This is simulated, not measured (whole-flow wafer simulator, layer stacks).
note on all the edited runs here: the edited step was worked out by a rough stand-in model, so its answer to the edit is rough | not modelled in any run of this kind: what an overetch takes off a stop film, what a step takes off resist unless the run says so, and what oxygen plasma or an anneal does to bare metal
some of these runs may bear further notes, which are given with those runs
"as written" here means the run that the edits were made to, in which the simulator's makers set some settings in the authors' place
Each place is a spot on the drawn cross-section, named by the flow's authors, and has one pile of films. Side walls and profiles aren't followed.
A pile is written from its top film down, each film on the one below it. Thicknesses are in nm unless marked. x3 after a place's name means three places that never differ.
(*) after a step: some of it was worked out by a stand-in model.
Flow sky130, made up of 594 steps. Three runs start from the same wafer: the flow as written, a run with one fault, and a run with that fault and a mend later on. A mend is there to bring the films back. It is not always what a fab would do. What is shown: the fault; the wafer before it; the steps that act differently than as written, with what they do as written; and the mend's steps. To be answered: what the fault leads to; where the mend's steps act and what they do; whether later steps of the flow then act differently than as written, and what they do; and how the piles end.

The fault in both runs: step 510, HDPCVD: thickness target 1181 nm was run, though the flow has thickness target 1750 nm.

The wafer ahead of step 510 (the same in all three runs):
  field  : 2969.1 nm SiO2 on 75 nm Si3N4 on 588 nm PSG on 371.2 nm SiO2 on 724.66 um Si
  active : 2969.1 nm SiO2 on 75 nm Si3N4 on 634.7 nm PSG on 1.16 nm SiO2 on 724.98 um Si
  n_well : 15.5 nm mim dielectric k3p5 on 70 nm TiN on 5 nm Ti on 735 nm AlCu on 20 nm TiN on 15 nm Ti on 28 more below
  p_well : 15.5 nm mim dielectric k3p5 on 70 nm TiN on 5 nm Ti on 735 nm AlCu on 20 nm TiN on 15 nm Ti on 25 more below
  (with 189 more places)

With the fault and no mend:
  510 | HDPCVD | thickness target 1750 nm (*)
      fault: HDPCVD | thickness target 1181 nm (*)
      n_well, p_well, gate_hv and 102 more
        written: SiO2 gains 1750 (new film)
        fault: SiO2 gains 1181 (new film)
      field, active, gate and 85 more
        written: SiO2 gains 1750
        fault: SiO2 gains 1181
  Steps later in the flow that act otherwise than as written (not shown: 22 more steps that differ only slightly, by at most 2% or 0.5 nm, whichever is larger):
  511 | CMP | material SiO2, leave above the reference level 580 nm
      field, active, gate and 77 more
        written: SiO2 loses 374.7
        fault: nothing
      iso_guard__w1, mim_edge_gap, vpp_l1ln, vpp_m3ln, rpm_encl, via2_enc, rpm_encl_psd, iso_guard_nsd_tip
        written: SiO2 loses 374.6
        fault: nothing
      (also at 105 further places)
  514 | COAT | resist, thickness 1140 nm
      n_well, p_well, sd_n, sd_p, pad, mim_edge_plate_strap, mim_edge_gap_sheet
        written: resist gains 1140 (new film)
        fault: resist gains 946.9 (new film)
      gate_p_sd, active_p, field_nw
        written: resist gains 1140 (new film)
        fault: resist gains 1169.6 (new film)
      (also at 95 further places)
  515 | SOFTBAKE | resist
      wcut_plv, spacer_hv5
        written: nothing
        fault: resist loses 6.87
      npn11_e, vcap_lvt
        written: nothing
        fault: resist loses 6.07
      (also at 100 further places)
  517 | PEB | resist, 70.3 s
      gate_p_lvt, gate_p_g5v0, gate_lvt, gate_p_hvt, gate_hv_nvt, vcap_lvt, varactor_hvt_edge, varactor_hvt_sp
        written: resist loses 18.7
        fault: resist loses 16.7
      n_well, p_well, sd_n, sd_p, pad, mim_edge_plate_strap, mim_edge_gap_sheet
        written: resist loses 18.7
        fault: resist loses 14.8
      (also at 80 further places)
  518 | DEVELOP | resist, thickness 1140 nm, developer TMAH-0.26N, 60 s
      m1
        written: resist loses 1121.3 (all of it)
        fault: resist loses 993.9 (all of it)
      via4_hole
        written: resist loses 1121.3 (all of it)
        fault: resist loses 974.5 (all of it)
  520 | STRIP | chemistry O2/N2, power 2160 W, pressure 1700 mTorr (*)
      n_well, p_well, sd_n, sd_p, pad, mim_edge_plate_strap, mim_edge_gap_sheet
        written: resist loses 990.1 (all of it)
        fault: resist loses 800.8 (all of it)
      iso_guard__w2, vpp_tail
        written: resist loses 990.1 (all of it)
        fault: resist loses 855.2 (all of it)
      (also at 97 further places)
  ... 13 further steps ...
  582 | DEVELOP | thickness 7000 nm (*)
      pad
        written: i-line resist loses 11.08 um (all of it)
        fault: i-line resist loses 11.1 um (all of it)
  By the end, the piles at field, active, gate and 86 more depart from the flow's by more than 2% or 0.5 nm, whichever is larger.
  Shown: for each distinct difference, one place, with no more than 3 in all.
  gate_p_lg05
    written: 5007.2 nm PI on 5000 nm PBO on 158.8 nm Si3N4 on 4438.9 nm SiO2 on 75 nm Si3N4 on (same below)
    fault: 5005.1 nm PI on 5000 nm PBO on 158.8 nm Si3N4 on 125.2 nm SiO2 on 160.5 nm W on 20 nm TiN on 4150.1 nm SiO2 on 75 nm Si3N4 on (same below)
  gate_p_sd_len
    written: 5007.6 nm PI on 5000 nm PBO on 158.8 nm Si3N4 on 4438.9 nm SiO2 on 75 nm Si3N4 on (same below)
    fault: 5005.1 nm PI on 5000 nm PBO on 158.8 nm Si3N4 on 125.2 nm SiO2 on 160.5 nm W on 20 nm TiN on 4150.1 nm SiO2 on 75 nm Si3N4 on (same below)
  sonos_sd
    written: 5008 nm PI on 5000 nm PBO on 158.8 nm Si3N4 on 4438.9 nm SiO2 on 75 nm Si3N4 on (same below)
    fault: 5001.8 nm PI on 5000 nm PBO on 158.8 nm Si3N4 on 125.2 nm SiO2 on 160.5 nm W on 20 nm TiN on 4150.1 nm SiO2 on 75 nm Si3N4 on (same below)

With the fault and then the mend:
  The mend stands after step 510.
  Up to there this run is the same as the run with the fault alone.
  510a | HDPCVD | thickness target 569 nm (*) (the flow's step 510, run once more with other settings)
      field, active, n_well and 190 more
        SiO2 gains 569
  Every later step of the flow that is run acts as written at every place that is followed.
  At every place that both follow, the piles at the end match the flow's.
